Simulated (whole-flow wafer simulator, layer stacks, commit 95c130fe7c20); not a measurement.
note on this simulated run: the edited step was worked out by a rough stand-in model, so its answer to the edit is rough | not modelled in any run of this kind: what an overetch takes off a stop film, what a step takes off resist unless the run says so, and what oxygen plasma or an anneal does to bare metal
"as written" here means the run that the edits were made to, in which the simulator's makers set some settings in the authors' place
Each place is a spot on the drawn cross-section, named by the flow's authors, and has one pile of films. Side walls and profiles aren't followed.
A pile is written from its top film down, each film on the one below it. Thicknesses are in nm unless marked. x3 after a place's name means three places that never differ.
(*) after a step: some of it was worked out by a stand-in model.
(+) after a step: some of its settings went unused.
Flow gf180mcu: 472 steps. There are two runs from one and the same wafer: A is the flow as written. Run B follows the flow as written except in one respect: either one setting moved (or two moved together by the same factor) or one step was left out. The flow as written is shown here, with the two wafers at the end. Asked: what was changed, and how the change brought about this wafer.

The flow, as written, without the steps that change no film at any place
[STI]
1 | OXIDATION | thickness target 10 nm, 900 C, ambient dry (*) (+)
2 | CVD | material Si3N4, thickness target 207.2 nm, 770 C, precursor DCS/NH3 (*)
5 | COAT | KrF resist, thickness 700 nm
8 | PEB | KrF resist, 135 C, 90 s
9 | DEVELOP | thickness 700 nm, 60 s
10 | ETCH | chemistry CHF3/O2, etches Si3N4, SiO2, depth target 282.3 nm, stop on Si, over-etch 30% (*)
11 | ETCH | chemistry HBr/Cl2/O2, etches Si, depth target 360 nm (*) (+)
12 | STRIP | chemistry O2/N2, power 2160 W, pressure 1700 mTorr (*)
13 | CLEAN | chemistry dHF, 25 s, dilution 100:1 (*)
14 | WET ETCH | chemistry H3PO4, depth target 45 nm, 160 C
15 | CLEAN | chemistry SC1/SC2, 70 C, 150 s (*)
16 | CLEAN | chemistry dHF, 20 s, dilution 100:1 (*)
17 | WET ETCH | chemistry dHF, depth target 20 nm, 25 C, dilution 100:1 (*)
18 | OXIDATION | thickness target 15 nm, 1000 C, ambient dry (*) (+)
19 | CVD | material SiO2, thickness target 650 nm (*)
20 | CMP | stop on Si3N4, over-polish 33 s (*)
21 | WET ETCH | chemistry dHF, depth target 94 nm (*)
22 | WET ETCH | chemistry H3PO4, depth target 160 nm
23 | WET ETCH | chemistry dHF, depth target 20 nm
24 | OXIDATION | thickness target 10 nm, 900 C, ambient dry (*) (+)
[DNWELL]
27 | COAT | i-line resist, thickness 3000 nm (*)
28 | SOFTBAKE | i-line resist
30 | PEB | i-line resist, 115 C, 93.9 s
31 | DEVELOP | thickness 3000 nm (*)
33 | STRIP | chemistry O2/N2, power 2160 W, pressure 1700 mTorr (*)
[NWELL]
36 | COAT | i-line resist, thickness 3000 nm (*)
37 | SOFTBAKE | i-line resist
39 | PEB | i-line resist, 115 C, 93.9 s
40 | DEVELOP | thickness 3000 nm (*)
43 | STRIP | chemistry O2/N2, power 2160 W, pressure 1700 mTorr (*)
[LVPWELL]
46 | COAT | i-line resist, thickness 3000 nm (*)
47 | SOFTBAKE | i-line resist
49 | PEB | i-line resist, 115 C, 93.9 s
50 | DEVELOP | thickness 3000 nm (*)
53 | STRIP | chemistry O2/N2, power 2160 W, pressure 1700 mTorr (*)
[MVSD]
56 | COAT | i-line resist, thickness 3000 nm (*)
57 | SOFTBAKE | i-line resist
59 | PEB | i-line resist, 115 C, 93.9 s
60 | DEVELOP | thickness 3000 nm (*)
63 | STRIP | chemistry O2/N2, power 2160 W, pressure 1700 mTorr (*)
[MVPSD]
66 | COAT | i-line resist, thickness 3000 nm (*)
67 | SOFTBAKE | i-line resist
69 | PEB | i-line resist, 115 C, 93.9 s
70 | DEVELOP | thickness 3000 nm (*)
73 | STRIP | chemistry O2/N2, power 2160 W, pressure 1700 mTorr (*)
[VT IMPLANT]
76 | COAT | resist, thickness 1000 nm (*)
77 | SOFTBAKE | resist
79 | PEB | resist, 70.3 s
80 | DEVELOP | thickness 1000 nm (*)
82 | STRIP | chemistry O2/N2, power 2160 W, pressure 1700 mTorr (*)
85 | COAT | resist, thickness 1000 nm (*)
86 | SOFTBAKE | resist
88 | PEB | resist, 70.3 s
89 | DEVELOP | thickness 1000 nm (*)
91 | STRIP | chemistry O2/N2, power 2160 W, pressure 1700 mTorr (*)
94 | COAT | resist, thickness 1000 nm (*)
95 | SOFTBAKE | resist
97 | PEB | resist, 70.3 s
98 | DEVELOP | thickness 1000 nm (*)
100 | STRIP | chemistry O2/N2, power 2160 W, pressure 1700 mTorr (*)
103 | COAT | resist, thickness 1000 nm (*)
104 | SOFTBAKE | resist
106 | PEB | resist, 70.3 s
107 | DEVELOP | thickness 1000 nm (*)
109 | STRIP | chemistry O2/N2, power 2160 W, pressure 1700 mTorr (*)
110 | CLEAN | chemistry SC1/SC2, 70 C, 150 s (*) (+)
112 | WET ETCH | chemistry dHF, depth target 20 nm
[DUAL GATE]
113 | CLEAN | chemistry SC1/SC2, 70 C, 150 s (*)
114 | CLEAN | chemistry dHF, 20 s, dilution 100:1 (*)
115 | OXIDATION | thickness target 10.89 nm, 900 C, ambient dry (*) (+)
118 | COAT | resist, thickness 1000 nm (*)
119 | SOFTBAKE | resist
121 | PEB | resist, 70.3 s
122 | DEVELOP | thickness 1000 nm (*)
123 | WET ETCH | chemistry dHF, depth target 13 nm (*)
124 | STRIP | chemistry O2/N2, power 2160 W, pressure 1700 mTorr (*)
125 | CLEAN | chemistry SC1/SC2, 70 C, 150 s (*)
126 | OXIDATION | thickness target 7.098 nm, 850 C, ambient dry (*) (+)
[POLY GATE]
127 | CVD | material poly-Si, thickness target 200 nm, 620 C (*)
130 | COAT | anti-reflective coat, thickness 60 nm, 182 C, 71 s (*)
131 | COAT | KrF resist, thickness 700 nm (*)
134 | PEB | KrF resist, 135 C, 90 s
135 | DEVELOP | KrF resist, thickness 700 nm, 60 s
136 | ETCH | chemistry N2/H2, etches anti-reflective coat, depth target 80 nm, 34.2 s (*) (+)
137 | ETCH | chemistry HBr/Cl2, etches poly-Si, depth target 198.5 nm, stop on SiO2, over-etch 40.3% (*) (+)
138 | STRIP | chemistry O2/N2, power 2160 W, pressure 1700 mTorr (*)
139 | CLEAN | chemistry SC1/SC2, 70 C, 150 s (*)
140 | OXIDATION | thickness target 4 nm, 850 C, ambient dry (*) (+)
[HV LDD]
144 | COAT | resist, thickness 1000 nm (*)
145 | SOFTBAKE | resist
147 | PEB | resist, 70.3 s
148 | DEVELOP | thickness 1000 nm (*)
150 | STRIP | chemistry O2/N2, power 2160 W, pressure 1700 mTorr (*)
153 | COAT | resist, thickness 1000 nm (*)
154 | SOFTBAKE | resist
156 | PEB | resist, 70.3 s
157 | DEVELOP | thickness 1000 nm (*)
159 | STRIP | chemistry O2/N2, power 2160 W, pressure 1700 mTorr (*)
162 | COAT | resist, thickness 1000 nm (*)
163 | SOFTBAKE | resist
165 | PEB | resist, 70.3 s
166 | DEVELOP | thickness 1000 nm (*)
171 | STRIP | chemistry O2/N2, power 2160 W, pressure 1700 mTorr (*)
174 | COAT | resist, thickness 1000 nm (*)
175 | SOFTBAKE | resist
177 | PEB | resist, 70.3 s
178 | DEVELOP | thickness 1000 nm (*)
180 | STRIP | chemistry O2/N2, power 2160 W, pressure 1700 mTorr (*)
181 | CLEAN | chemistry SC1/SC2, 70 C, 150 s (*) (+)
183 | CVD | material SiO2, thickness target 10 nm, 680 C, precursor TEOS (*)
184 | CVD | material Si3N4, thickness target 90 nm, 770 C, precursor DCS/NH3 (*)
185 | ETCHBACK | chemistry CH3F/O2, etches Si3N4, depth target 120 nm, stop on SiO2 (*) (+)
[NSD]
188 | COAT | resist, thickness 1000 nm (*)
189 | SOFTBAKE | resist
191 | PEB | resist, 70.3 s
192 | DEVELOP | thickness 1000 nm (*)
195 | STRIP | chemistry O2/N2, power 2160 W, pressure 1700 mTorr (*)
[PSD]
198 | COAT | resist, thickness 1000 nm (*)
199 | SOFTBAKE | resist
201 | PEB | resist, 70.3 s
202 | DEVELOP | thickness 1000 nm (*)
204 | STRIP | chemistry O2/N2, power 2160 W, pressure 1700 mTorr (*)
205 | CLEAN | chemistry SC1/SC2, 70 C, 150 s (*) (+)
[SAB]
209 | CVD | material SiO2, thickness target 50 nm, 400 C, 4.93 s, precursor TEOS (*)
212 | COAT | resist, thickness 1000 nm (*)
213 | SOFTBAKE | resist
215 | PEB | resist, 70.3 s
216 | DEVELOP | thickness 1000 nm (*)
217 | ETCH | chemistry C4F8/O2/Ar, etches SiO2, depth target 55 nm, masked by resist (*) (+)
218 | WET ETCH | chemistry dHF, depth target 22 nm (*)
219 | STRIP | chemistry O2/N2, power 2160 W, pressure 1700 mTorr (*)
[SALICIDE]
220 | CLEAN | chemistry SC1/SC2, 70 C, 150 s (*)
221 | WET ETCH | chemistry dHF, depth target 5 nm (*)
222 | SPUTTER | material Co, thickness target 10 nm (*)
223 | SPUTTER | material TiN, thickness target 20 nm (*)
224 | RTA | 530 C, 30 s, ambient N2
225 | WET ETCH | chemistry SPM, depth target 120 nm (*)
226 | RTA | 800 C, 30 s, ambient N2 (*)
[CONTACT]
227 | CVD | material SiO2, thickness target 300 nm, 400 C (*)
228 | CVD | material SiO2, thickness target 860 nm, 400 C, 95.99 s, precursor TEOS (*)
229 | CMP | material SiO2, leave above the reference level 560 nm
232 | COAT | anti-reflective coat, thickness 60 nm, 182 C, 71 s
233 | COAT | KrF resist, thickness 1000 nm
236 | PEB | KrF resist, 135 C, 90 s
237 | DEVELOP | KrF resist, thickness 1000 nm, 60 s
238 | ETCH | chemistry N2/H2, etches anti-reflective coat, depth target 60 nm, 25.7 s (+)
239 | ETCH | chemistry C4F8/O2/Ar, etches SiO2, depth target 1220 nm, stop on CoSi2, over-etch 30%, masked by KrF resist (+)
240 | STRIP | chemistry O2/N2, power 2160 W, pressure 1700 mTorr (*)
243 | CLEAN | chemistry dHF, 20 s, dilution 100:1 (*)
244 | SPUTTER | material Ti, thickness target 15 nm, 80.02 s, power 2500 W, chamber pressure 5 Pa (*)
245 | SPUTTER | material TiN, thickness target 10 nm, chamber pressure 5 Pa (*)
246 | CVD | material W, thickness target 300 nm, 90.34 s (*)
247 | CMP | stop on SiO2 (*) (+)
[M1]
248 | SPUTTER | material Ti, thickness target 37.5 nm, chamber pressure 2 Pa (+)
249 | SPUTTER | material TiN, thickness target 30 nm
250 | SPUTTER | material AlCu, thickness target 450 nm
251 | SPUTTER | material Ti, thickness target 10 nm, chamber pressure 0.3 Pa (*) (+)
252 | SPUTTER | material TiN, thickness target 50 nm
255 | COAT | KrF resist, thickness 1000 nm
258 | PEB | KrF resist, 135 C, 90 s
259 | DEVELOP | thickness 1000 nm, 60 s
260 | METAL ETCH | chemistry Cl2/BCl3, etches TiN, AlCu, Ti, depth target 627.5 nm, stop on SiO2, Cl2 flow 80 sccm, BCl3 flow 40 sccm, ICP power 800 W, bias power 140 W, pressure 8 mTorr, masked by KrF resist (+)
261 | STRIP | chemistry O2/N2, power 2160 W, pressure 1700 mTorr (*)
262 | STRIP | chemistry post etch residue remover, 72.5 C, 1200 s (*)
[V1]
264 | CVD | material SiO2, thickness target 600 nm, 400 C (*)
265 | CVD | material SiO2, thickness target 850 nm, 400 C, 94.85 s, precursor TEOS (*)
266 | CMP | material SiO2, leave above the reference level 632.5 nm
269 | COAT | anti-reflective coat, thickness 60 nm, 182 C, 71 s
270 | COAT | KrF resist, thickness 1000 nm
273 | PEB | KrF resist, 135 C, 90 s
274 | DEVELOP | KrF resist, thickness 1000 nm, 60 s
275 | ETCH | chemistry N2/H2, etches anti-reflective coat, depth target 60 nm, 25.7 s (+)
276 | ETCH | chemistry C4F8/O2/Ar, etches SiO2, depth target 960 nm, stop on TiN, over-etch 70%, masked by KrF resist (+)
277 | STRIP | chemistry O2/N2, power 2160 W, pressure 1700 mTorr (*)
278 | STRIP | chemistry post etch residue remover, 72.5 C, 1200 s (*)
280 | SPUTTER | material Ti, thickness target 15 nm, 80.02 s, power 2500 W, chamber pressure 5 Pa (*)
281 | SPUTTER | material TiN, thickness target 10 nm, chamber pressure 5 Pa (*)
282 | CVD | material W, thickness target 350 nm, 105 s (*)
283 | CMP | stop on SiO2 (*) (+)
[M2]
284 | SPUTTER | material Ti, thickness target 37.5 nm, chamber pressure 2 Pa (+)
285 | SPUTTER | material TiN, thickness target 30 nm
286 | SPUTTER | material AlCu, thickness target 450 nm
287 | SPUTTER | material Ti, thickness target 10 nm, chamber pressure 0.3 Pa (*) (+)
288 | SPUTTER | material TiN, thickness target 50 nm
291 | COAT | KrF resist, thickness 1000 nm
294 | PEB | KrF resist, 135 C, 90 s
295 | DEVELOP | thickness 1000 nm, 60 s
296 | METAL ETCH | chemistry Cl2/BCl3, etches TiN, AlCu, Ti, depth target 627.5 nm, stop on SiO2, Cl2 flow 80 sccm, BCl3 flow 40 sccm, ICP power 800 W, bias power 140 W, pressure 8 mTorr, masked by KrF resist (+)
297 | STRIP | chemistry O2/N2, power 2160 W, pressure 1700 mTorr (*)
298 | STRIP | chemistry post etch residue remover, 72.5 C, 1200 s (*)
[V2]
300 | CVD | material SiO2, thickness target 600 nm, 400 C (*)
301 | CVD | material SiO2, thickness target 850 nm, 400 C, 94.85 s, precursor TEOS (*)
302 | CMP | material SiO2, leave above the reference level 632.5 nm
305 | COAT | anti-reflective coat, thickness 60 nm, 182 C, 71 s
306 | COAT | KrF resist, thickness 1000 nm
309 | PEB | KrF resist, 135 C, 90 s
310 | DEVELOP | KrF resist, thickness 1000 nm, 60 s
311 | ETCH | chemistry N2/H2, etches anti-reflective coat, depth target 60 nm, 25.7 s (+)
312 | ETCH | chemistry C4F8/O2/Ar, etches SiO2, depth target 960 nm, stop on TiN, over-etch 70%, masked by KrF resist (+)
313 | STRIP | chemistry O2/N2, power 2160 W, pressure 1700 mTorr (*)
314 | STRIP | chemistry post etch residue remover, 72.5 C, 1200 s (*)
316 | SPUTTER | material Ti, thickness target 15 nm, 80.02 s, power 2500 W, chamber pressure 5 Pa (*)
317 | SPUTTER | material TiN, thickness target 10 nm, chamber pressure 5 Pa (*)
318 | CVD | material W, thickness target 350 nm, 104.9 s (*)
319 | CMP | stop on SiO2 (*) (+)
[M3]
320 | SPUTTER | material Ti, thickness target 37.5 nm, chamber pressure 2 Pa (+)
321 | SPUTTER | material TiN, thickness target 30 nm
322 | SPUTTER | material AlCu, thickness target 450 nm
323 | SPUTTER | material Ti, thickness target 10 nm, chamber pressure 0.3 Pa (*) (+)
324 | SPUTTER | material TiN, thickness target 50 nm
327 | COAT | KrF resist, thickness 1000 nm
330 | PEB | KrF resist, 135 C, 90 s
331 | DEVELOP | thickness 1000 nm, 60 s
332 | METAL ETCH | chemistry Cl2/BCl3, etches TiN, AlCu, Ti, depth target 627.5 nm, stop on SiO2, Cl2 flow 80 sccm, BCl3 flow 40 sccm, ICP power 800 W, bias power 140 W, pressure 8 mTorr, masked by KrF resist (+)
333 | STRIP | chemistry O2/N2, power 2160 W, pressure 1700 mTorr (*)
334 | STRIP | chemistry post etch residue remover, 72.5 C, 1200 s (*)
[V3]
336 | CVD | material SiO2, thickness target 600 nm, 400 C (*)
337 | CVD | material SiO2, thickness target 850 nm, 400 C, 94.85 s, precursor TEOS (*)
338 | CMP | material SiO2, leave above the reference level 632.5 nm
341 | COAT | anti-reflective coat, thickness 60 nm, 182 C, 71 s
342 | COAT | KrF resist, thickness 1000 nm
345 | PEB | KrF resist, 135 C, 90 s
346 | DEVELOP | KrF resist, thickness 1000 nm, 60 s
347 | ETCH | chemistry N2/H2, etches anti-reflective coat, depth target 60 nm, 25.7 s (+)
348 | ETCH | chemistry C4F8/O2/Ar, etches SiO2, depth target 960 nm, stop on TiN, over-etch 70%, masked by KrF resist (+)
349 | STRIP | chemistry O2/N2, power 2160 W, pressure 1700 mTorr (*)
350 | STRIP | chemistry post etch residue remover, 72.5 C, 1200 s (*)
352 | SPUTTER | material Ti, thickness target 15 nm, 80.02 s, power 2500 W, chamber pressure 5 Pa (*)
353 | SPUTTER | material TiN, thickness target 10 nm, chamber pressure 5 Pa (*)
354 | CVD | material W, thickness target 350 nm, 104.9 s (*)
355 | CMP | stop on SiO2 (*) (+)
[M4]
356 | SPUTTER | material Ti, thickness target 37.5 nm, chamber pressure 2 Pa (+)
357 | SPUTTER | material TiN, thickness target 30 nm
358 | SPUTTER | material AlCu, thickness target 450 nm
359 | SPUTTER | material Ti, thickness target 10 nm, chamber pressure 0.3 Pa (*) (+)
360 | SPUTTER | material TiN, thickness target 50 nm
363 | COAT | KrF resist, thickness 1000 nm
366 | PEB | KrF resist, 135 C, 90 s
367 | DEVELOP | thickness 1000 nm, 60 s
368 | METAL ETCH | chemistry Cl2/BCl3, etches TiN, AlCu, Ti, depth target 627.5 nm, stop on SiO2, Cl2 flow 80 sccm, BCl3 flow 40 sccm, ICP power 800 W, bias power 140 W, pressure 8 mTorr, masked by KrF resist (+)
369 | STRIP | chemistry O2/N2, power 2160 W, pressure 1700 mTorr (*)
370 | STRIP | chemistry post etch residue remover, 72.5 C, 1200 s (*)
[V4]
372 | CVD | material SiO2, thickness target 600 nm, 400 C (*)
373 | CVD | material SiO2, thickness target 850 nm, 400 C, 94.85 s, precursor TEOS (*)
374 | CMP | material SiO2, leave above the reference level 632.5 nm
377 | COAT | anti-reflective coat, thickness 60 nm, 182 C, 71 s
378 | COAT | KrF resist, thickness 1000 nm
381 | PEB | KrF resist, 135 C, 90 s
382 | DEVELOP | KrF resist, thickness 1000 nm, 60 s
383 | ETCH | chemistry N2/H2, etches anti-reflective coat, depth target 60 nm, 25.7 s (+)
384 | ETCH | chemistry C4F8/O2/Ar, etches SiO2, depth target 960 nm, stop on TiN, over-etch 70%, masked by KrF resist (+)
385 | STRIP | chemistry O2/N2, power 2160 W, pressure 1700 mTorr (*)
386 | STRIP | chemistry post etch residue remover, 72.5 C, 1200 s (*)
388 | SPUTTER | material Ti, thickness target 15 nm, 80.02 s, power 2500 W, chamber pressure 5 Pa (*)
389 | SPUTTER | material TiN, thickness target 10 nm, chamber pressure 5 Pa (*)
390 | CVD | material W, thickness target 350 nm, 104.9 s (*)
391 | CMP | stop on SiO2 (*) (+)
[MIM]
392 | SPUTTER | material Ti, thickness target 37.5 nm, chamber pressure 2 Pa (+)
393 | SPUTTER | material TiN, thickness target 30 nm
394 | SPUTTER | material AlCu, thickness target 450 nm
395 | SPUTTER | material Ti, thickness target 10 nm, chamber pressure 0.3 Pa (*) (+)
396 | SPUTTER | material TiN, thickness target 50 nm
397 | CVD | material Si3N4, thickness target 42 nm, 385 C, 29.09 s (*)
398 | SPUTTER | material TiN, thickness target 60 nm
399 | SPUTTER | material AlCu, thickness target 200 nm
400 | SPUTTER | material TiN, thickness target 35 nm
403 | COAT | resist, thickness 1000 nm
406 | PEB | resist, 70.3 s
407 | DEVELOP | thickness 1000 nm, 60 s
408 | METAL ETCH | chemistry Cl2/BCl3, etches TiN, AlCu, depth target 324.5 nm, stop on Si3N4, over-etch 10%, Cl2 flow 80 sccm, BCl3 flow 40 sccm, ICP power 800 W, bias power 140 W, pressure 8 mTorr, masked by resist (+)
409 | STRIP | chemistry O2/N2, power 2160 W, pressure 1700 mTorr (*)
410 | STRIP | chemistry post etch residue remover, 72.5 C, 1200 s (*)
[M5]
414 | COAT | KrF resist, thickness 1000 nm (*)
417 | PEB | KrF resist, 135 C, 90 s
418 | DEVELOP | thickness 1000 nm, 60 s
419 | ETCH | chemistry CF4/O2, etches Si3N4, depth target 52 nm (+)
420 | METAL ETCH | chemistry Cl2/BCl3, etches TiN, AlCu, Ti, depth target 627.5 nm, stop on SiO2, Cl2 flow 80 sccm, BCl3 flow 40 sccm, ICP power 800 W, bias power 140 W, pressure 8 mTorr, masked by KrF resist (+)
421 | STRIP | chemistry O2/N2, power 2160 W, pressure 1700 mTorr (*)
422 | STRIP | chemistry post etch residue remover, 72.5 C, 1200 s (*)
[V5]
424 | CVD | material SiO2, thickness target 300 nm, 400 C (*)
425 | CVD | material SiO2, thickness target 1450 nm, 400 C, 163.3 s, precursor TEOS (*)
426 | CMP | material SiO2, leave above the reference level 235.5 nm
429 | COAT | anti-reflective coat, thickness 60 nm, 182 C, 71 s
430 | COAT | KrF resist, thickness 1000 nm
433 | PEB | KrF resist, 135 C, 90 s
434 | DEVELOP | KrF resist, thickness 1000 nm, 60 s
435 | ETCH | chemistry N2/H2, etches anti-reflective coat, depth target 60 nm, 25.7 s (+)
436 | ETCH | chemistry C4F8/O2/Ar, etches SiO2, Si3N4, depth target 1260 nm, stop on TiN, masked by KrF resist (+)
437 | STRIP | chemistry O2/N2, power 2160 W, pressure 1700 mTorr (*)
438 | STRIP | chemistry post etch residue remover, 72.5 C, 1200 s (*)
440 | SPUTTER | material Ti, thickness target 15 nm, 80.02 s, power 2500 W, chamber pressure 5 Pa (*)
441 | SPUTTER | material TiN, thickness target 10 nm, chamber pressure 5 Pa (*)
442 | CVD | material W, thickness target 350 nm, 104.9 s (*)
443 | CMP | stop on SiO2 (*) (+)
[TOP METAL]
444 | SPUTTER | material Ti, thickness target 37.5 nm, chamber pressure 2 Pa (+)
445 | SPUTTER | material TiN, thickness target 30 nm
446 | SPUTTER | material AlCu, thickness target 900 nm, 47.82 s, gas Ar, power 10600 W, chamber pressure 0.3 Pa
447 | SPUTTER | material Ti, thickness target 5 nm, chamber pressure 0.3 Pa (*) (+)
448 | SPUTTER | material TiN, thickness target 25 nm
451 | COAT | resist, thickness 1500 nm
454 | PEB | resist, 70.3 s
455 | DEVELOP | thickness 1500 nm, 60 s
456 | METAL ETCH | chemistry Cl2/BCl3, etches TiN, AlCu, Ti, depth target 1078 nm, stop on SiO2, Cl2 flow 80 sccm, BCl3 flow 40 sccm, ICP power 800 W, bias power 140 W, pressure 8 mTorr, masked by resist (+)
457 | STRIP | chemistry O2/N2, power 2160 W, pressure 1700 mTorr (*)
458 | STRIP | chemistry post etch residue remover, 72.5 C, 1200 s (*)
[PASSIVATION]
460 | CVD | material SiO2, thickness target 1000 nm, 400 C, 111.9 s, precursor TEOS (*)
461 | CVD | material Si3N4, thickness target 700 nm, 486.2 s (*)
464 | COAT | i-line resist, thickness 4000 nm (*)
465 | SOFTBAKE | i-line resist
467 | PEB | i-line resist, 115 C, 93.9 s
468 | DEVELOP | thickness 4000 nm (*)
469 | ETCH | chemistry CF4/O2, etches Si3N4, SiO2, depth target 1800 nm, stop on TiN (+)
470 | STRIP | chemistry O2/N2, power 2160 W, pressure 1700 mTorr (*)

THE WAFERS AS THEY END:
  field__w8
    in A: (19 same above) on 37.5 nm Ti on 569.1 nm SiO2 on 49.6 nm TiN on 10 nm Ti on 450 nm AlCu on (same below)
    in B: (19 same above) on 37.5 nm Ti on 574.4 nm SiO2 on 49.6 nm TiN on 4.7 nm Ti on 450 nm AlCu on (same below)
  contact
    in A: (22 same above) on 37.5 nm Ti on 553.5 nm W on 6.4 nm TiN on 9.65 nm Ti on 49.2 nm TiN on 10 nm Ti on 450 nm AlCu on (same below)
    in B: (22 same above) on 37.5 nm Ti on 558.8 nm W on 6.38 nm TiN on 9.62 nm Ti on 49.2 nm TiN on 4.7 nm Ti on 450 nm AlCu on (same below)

Cause: step 323, SPUTTER: thickness target 4.7 nm was run, while the flow as written has thickness target 10 nm.
The wafer itself shows it: field__w8 has Ti 4.7, and step 323 as written asks for 10 nm.

The path from the change to this, step by step:
  323 | SPUTTER | material Ti, thickness target 10 nm, chamber pressure 0.3 Pa (*) (+)
      field, field__w1, field__w2 and 108 more: A +10 Ti (new film) | B +4.7 Ti (new film)
  332 | METAL ETCH | chemistry Cl2/BCl3, etches TiN, AlCu, Ti, depth target 627.5 nm, stop on SiO2, Cl2 flow 80 sccm, BCl3 flow 40 sccm, ICP power 800 W, bias power 140 W, pressure 8 mTorr, masked by KrF resist (+)
      field, field__w1, field__w2 and 103 more: A -50 TiN (all of it), -10 Ti (all of it), -450 AlCu (all of it), -30 TiN (all of it), -37.5 Ti (all of it) | B -50 TiN (all of it), -4.7 Ti (all of it), -450 AlCu (all of it), -30 TiN (all of it), -37.5 Ti (all of it)
